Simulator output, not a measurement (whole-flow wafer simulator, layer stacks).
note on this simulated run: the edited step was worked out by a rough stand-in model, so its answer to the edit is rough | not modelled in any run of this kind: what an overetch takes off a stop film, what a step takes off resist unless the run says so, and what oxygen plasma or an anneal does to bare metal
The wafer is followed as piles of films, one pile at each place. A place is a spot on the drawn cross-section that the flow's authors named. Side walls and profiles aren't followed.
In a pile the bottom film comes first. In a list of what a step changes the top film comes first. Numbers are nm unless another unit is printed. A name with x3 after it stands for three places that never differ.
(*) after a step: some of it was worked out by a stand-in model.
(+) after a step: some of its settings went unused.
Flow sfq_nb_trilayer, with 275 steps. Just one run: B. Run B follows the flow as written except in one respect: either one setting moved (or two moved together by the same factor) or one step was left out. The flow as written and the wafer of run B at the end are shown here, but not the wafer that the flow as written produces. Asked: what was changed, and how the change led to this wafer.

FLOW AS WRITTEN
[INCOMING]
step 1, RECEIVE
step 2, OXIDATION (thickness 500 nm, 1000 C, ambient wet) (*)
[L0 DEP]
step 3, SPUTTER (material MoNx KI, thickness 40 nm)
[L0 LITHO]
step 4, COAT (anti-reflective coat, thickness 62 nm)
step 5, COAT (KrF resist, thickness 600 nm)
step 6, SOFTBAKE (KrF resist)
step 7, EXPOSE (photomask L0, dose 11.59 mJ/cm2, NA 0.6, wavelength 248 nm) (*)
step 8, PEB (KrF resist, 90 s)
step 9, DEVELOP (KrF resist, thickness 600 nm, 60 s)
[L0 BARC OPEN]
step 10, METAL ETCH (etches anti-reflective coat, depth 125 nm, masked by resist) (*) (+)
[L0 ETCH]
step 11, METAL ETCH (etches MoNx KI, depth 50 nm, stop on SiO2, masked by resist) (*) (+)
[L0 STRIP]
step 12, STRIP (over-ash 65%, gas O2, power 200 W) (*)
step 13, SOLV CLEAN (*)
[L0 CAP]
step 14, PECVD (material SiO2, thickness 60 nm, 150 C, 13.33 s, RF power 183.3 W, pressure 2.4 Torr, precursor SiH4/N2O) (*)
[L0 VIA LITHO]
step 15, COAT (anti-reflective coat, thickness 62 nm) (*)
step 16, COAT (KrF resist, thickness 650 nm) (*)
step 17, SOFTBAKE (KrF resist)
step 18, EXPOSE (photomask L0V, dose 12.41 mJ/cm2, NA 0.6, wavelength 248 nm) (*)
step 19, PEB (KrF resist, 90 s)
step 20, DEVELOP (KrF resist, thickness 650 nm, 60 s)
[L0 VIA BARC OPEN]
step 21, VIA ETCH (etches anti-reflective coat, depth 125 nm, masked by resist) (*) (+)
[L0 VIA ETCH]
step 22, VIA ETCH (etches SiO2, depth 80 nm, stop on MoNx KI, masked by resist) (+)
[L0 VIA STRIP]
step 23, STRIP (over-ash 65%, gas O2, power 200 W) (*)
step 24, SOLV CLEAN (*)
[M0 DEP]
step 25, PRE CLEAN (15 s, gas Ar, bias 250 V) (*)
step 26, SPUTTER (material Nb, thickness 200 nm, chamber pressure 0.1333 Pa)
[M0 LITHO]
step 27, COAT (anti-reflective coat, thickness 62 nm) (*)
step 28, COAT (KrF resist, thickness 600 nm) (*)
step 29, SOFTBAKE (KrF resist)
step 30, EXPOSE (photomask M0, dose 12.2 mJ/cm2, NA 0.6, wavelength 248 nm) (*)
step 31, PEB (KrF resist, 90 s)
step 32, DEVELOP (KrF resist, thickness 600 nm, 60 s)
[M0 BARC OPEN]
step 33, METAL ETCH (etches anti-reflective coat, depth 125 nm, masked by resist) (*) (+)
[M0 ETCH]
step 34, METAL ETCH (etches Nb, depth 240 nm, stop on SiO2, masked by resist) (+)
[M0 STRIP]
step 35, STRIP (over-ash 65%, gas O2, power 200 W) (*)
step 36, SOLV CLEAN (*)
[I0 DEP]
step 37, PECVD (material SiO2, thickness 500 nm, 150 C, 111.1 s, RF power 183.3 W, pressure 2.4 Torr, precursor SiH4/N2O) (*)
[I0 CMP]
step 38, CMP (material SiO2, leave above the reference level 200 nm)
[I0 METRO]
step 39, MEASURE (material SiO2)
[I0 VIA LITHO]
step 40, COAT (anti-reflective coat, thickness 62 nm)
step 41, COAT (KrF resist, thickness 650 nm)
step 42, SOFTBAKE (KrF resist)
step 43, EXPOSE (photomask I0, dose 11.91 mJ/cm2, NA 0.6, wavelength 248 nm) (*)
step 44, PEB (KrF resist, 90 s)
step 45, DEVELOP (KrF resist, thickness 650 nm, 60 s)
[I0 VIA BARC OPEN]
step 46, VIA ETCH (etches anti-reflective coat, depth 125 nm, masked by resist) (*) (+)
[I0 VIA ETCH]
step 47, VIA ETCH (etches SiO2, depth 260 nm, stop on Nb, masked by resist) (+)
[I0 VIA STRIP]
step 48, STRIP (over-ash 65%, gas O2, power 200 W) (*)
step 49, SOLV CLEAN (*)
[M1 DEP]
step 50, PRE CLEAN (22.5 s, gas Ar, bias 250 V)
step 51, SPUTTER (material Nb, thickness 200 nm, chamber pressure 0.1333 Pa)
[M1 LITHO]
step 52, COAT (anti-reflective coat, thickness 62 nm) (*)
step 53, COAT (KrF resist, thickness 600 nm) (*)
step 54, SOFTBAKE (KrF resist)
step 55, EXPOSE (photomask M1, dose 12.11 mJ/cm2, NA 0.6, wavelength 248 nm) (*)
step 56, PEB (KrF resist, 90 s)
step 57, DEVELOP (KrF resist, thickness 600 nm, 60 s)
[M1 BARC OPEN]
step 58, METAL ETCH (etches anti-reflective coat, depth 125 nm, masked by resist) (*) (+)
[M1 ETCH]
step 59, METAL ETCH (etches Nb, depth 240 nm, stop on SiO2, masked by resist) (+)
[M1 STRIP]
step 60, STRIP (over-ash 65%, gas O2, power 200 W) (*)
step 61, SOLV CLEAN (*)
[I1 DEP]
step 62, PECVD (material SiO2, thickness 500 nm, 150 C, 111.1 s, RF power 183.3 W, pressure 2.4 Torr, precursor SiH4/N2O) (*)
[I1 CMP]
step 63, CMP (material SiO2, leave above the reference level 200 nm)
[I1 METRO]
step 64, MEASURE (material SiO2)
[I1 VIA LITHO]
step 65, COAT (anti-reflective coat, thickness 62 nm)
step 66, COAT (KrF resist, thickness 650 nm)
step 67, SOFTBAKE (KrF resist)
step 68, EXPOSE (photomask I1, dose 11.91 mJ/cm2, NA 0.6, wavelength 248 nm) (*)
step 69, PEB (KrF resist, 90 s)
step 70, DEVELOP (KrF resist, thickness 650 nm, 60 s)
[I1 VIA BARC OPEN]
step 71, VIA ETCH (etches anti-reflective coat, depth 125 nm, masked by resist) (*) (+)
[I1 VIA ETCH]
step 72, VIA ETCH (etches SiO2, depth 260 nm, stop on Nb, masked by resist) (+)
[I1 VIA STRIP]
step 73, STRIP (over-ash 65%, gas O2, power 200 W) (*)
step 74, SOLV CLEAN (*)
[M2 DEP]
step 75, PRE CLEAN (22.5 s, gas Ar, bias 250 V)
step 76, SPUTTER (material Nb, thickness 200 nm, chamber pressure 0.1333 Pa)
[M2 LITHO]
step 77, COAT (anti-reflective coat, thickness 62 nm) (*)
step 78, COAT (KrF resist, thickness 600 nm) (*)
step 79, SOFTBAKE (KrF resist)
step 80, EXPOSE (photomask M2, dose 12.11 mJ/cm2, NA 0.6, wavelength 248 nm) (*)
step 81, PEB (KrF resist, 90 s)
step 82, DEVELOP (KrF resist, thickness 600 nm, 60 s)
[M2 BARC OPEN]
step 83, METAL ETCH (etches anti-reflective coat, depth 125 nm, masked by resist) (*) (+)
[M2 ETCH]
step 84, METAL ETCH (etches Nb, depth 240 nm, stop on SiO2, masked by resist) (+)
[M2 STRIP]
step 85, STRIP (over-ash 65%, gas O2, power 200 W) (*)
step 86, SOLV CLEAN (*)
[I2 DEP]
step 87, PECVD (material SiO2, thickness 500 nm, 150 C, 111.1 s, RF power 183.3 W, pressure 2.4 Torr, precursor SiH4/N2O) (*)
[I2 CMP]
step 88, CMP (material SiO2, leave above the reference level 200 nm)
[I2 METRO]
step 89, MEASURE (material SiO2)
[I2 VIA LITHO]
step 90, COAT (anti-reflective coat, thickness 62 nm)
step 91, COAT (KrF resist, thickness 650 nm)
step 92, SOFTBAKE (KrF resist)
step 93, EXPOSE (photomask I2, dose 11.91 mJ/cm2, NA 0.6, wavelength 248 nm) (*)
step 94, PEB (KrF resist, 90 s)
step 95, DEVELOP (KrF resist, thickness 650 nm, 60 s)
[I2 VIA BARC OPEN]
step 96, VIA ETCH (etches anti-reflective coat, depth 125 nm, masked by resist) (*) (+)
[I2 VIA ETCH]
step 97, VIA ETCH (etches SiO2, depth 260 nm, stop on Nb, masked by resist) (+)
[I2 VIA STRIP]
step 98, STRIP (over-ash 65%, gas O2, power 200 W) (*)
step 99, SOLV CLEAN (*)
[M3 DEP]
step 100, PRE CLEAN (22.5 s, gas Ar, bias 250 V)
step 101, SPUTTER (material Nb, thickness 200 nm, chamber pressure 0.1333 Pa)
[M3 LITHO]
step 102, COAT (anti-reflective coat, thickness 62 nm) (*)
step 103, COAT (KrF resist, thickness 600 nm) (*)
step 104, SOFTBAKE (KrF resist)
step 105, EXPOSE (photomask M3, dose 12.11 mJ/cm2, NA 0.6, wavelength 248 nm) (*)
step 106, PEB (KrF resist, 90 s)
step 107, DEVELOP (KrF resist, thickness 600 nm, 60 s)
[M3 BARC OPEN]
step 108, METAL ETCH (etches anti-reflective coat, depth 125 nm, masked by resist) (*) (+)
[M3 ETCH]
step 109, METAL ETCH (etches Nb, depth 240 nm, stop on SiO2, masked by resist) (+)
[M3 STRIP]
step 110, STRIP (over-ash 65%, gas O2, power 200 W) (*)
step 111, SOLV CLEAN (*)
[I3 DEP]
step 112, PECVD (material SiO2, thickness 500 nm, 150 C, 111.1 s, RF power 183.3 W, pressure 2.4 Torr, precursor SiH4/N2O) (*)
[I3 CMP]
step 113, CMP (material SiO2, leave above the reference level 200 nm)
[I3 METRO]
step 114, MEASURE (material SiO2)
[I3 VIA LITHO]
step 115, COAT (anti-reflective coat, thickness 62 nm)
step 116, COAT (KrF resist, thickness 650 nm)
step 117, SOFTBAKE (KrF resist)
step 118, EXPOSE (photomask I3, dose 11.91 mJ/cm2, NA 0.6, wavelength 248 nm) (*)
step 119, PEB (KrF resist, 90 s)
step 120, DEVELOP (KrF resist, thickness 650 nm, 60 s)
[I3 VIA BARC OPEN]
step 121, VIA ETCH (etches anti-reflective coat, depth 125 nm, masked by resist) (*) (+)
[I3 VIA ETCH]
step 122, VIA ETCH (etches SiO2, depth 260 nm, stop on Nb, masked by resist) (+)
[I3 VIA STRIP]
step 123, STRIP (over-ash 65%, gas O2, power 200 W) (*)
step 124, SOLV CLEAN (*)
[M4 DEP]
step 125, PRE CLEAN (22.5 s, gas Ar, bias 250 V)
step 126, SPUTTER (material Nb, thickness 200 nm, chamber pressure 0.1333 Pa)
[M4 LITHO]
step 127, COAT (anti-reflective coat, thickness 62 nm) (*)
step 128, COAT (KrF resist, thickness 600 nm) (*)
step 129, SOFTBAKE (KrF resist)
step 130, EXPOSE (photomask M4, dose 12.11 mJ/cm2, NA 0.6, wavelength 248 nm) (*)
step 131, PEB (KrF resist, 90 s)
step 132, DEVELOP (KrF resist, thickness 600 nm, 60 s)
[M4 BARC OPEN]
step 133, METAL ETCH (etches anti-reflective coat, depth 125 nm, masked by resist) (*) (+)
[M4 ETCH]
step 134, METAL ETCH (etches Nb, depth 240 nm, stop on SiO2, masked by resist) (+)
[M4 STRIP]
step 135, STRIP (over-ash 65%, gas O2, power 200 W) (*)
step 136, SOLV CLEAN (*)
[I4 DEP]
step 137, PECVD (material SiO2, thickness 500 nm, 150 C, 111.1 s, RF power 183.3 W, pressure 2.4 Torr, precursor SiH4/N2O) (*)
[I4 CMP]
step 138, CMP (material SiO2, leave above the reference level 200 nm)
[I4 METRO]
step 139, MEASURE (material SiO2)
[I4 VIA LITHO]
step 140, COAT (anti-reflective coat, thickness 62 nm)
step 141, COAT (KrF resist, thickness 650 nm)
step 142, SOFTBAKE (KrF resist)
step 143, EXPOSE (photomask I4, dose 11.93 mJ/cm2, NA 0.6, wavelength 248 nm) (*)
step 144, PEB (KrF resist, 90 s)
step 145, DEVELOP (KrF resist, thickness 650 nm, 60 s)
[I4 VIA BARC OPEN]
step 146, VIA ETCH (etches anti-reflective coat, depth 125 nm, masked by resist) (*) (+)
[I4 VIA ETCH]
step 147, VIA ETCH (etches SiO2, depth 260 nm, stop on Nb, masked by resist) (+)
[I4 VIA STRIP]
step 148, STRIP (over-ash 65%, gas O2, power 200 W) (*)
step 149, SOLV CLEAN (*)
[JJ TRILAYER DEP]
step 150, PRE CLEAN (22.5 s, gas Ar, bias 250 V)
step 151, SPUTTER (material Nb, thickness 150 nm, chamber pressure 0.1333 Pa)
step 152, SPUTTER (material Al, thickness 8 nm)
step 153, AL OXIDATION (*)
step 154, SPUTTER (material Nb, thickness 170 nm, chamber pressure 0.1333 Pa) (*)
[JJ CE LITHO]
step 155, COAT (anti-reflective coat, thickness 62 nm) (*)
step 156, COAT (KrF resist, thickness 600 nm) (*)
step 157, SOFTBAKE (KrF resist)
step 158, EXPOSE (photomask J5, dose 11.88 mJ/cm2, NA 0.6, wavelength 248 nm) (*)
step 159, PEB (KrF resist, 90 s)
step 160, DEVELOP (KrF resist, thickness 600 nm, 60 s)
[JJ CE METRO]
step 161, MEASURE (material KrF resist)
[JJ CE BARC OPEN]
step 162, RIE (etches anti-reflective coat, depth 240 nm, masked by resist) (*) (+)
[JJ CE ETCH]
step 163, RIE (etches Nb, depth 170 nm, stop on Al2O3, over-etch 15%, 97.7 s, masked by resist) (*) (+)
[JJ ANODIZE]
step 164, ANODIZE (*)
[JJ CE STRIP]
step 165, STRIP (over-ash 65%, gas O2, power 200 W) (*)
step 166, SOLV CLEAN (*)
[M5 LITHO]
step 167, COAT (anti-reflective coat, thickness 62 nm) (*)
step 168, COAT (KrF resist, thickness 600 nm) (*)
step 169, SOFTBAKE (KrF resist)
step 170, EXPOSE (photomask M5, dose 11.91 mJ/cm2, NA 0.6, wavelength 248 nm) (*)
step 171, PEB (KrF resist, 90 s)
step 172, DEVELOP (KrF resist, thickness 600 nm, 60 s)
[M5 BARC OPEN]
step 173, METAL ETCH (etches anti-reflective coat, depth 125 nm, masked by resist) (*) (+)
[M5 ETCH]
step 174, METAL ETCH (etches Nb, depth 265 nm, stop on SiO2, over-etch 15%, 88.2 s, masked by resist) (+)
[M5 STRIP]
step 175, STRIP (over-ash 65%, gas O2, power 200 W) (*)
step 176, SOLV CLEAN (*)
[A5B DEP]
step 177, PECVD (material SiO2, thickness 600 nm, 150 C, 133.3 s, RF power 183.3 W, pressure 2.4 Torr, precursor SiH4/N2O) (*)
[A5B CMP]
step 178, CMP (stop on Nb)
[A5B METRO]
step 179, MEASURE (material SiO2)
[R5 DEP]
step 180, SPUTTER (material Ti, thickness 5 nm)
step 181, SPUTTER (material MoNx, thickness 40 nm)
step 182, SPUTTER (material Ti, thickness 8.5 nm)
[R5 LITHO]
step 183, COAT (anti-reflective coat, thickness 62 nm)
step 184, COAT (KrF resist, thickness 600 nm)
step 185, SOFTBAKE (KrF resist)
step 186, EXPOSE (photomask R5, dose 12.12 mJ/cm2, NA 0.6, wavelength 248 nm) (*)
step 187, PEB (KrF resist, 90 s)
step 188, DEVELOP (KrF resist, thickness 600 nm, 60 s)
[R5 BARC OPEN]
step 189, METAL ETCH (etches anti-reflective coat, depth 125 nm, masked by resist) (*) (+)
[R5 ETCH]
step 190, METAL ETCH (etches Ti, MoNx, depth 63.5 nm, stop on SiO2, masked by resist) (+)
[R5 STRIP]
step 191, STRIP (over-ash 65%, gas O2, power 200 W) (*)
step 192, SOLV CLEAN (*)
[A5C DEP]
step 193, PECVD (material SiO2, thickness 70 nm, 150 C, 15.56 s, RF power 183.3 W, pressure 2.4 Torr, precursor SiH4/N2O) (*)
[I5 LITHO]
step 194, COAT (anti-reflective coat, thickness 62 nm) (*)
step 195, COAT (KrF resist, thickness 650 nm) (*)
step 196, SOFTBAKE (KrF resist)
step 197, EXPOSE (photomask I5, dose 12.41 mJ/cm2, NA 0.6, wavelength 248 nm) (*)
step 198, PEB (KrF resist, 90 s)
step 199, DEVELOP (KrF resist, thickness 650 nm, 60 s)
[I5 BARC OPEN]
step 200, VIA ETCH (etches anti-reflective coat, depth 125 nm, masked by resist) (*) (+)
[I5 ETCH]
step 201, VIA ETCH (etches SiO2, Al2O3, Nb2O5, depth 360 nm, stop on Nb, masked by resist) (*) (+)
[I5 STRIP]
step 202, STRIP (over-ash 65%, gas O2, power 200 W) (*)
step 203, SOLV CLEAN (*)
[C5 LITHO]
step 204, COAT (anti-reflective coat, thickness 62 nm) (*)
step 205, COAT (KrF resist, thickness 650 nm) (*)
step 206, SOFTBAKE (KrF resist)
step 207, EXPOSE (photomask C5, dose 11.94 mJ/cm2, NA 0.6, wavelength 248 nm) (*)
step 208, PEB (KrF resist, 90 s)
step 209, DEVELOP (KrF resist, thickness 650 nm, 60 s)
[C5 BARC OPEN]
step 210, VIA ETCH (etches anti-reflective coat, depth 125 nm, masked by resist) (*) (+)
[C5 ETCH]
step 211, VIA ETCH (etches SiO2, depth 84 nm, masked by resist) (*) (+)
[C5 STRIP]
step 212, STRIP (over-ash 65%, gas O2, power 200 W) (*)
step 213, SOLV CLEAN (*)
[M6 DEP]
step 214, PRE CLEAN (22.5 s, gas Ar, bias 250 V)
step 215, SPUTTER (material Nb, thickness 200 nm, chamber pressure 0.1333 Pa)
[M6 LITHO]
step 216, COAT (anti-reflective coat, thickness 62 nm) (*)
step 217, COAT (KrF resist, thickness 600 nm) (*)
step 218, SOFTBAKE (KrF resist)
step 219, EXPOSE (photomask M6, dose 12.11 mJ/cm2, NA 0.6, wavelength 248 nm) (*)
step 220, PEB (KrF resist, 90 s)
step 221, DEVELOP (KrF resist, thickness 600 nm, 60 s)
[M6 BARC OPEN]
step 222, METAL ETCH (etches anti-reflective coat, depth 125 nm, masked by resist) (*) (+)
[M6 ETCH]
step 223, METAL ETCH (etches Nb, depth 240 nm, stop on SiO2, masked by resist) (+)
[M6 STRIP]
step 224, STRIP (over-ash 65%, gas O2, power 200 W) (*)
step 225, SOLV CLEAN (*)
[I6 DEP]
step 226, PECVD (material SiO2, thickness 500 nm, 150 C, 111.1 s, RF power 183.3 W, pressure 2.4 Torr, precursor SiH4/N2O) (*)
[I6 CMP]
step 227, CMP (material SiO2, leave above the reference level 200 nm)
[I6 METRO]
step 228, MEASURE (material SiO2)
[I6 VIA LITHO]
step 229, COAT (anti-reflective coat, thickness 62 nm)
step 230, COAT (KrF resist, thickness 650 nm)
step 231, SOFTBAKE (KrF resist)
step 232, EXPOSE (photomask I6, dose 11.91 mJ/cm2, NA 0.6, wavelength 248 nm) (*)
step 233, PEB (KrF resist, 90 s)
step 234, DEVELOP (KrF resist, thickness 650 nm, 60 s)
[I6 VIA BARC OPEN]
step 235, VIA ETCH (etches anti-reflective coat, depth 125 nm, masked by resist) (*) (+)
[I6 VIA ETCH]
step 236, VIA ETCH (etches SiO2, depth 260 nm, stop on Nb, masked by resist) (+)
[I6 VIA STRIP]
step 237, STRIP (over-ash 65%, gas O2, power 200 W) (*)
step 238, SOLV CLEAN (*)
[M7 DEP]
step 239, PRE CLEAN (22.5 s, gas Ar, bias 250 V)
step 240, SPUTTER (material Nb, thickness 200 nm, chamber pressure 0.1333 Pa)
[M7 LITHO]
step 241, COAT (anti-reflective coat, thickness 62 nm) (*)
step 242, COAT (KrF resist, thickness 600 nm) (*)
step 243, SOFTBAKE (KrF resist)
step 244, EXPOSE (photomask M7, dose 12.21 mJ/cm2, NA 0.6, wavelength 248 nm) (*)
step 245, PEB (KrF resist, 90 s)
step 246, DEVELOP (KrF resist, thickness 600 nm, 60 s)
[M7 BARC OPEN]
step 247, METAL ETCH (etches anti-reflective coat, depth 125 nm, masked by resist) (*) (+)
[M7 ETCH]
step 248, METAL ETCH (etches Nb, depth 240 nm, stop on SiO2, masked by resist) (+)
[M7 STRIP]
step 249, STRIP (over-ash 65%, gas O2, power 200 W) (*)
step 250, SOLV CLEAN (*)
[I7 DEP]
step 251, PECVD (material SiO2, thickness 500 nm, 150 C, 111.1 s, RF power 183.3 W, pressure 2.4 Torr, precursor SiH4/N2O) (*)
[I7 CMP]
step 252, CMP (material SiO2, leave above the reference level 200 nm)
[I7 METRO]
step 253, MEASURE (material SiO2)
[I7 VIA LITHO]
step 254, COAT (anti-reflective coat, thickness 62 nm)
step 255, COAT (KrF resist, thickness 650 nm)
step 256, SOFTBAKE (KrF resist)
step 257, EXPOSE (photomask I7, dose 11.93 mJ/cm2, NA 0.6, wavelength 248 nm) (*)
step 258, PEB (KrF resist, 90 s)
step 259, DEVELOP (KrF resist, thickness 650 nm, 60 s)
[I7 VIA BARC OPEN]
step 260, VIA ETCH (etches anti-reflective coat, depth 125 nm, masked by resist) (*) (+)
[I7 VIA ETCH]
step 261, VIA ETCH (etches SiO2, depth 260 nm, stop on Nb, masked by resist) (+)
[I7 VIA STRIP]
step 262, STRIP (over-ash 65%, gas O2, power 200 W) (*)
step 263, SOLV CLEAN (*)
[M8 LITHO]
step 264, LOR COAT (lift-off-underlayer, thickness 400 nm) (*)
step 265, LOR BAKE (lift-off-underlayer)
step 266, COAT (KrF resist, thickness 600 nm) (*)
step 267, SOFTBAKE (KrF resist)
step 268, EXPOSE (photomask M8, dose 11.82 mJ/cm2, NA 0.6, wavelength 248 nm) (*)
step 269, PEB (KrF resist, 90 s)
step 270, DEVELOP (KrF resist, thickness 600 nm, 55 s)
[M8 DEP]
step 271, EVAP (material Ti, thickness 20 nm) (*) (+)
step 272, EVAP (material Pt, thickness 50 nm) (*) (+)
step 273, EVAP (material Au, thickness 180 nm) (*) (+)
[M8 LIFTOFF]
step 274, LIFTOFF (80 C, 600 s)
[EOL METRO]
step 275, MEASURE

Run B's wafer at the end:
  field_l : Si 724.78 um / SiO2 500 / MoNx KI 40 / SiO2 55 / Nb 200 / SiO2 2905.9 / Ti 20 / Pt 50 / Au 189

Cause: step 273, EVAP: thickness 189 nm was run, while the flow as written has thickness 180 nm.
The wafer itself shows it: field_l has Au 189, and step 273 as written asks for 180 nm.

How this came from the change, step by step:
  step 273, EVAP (material Au, thickness 180 nm) (*) (+)
      field_l, v_sur, via_wl and 103 more: Au gains 189 (new film) (it would be, as written: Au gains 180 (new film))
  step 274, LIFTOFF (80 C, 600 s)
      p4_fl, p4_fm, p4_w1 and 71 more: Au loses 189 (all of it), Pt loses 50 (all of it), Ti loses 20 (all of it), KrF resist loses 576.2 (all of it), lift-off-underlayer loses 400 (all of it) (it would be, as written: Au loses 180 (all of it), Pt loses 50 (all of it), Ti loses 20 (all of it), KrF resist loses 576.2 (all of it), lift-off-underlayer loses 400 (all of it))
      c5j, ce_r: Au loses 189 (all of it), Pt loses 50 (all of it), Ti loses 20 (all of it), KrF resist loses 573.3 (all of it), lift-off-underlayer loses 399.3 (all of it) (it would be, as written: Au loses 180 (all of it), Pt loses 50 (all of it), Ti loses 20 (all of it), KrF resist loses 573.3 (all of it), lift-off-underlayer loses 399.3 (all of it))
      (and at 19 other places as well)
